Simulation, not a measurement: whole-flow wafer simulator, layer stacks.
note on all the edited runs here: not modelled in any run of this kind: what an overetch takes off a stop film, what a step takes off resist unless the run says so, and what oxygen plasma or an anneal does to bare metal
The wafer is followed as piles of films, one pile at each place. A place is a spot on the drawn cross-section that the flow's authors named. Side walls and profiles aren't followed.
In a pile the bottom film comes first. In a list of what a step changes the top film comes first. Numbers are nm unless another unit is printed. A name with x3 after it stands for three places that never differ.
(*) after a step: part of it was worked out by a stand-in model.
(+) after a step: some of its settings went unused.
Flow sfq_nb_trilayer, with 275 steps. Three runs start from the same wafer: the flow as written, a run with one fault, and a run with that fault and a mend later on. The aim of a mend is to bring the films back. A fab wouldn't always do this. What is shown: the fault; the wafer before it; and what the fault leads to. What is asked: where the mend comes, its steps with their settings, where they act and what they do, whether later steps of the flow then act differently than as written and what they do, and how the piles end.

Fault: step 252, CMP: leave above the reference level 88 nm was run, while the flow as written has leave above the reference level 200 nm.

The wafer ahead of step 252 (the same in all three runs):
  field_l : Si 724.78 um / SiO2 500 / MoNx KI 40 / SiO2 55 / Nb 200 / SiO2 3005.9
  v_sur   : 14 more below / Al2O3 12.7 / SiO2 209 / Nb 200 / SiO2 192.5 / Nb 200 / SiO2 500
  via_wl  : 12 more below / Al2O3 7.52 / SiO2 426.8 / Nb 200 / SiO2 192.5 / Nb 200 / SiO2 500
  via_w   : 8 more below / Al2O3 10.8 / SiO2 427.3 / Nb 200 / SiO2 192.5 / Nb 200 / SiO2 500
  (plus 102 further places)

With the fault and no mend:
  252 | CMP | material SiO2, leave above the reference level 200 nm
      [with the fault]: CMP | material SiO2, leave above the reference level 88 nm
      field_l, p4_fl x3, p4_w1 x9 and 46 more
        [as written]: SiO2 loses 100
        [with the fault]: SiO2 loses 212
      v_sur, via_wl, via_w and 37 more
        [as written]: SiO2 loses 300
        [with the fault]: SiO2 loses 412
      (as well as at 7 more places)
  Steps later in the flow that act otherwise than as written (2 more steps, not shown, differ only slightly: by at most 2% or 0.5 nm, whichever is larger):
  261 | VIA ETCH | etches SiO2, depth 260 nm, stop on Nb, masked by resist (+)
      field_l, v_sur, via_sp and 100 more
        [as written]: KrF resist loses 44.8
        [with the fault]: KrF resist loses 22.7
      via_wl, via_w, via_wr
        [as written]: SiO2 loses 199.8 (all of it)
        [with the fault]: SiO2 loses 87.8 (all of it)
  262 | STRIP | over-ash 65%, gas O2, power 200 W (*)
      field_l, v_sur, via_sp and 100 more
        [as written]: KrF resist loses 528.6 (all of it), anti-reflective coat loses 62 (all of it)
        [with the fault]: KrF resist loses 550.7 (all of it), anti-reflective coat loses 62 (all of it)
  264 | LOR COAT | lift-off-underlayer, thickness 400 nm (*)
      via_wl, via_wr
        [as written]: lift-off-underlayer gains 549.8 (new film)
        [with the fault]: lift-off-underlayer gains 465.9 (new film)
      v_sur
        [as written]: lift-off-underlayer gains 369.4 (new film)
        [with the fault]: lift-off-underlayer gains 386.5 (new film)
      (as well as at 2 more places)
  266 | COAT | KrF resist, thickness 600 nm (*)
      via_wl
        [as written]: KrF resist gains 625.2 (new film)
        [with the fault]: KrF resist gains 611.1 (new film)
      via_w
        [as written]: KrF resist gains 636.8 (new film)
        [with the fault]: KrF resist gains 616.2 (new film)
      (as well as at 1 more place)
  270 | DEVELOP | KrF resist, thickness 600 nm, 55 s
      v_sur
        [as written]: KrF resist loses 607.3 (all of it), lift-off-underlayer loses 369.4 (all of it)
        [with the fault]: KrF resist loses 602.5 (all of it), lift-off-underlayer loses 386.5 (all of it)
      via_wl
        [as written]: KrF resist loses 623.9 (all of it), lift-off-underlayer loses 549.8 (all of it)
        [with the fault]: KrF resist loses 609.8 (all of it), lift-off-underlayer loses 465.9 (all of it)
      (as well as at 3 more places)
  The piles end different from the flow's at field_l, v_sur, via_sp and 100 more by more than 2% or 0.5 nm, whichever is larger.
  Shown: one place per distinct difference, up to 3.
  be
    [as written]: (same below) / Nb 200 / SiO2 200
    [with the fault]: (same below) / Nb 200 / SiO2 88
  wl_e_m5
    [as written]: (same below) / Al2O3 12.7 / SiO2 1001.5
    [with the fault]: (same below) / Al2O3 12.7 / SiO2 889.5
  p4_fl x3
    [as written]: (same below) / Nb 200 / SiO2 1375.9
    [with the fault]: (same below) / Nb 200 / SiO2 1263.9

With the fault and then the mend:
  The mend stands after step 259.
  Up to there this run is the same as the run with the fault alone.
  259a | STRIP | over-ash 65%, gas O2, power 200 W (*)
      field_l, v_sur, via_sp and 100 more
        KrF resist loses 625.1 (all of it), anti-reflective coat loses 62 (all of it)
      via_wl, via_w, via_wr
        anti-reflective coat loses 62 (all of it)
  259b | PECVD | material SiO2, thickness 112 nm, 150 C, 24.89 s, RF power 183.3 W, pressure 2.4 Torr, precursor SiH4/N2O (the flow's step 251, run once more with other settings)
      field_l, v_sur, via_wl and 103 more
        SiO2 gains 112
  259c | COAT | anti-reflective coat, thickness 62 nm (the flow's step 254, run once more)
      field_l, v_sur, via_wl and 103 more
        anti-reflective coat gains 62 (new film)
  259d | COAT | KrF resist, thickness 650 nm (the flow's step 255, run once more)
      field_l, v_sur, via_wl and 103 more
        KrF resist gains 650 (new film)
  259e | SOFTBAKE | KrF resist (the flow's step 256, run once more)
      alters no film at any place that is followed
  259f | EXPOSE | photomask I7, dose 11.93 mJ/cm2, NA 0.6, wavelength 248 nm (*) (the flow's step 257, run once more)
      alters no film at any place that is followed
  259g | PEB | KrF resist, 90 s (the flow's step 258, run once more)
      field_l, v_sur, via_wl and 103 more
        KrF resist loses 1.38
  259h | DEVELOP | KrF resist, thickness 650 nm, 60 s (the flow's step 259, run once more)
      field_l, v_sur, via_sp and 100 more
        KrF resist loses 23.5
      via_wl, via_w, via_wr
        KrF resist loses 648.6 (all of it)
  Later steps of the flow that are run all act as written at every place that is followed.
  By the end, the piles equal the flow's at every place that both follow.
